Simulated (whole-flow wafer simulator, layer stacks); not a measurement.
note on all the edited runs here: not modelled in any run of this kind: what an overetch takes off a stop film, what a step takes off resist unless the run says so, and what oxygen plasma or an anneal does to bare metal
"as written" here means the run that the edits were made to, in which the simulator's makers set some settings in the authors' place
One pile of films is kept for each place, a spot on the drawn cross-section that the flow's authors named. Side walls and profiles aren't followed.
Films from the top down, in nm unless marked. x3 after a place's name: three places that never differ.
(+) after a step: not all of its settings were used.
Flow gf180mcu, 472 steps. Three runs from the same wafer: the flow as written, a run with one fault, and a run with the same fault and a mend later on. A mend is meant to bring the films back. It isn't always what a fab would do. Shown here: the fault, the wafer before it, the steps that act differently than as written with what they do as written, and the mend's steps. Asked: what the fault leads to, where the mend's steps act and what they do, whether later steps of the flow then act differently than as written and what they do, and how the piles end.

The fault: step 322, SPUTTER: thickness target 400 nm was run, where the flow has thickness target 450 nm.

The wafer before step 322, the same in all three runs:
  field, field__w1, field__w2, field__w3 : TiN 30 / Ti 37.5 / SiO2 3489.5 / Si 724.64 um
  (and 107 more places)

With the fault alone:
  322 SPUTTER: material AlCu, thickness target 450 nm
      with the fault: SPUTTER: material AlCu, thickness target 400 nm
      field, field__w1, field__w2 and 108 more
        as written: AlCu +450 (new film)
        with the fault: AlCu +400 (new film)
  Later steps of the flow that act differently than as written:
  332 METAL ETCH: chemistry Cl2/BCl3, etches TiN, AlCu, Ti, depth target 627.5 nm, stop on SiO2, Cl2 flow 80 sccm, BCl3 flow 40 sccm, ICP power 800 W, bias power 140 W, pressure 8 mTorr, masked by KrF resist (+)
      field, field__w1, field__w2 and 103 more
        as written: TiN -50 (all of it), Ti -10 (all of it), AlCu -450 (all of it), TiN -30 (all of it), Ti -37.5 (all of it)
        with the fault: TiN -50 (all of it), Ti -10 (all of it), AlCu -400 (all of it), TiN -30 (all of it), Ti -37.5 (all of it)
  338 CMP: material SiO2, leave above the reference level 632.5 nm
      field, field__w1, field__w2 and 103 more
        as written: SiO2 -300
        with the fault: SiO2 -350
  At the end the piles differ from the flow's by more than 2% or 0.5 nm, whichever is larger, at field__w8, contact, m1, m1__w1, m1_nw.
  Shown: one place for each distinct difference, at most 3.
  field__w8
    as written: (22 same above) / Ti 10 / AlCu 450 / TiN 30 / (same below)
    with the fault: (22 same above) / Ti 10 / AlCu 400 / TiN 30 / (same below)
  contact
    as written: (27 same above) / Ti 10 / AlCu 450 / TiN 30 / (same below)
    with the fault: (27 same above) / Ti 10 / AlCu 400 / TiN 30 / (same below)

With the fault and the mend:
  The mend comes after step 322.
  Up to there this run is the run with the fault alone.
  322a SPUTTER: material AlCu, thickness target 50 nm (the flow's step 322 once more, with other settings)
      field, field__w1, field__w2 and 108 more
        AlCu +50
  No later step of the flow acts differently than as written at any place that is followed.
  At the end the piles are the same as the flow's at every place that both follow.
